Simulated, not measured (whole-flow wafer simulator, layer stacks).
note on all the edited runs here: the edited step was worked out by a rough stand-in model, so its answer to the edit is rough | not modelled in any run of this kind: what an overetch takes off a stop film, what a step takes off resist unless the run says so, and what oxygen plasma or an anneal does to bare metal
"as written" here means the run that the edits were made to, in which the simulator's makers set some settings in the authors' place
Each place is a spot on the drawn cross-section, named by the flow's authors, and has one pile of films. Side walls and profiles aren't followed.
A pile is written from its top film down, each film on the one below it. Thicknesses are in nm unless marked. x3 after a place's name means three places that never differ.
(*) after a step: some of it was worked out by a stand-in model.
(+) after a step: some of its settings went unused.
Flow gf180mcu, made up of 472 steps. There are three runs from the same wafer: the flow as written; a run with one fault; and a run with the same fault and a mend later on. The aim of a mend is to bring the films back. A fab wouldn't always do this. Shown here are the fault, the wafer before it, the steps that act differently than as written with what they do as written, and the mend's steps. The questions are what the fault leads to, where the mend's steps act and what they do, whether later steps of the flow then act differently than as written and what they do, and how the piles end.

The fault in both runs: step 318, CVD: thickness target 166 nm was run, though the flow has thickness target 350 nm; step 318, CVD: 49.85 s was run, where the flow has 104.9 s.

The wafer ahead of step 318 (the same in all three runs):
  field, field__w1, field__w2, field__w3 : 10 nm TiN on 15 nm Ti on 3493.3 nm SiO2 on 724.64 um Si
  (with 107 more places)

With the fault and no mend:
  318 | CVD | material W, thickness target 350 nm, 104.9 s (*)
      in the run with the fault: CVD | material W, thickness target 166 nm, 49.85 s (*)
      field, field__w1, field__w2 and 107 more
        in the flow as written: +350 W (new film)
        in the run with the fault: +167.8 W (new film)
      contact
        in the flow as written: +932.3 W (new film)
        in the run with the fault: +750 W (new film)
  Later steps of the flow acting differently than as written:
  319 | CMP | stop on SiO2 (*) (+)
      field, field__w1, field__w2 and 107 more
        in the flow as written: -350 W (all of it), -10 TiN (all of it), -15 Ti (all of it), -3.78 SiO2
        in the run with the fault: -167.8 W (all of it), -10 TiN (all of it), -15 Ti (all of it), -1.94 SiO2
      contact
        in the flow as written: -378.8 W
        in the run with the fault: -194.7 W
  The piles end only slightly different from the flow's at the places that both follow, by no more than 2% or 0.5 nm, whichever is larger.

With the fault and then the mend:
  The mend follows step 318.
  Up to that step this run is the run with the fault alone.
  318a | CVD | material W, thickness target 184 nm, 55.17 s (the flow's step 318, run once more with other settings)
      field, field__w1, field__w2 and 108 more
        +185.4 W
  Every later step of the flow that is run acts as written, at every place that is followed, to within 2% or 0.5 nm, whichever is larger.
  The piles end only slightly different from the flow's at the places that both follow, by no more than 2% or 0.5 nm, whichever is larger.
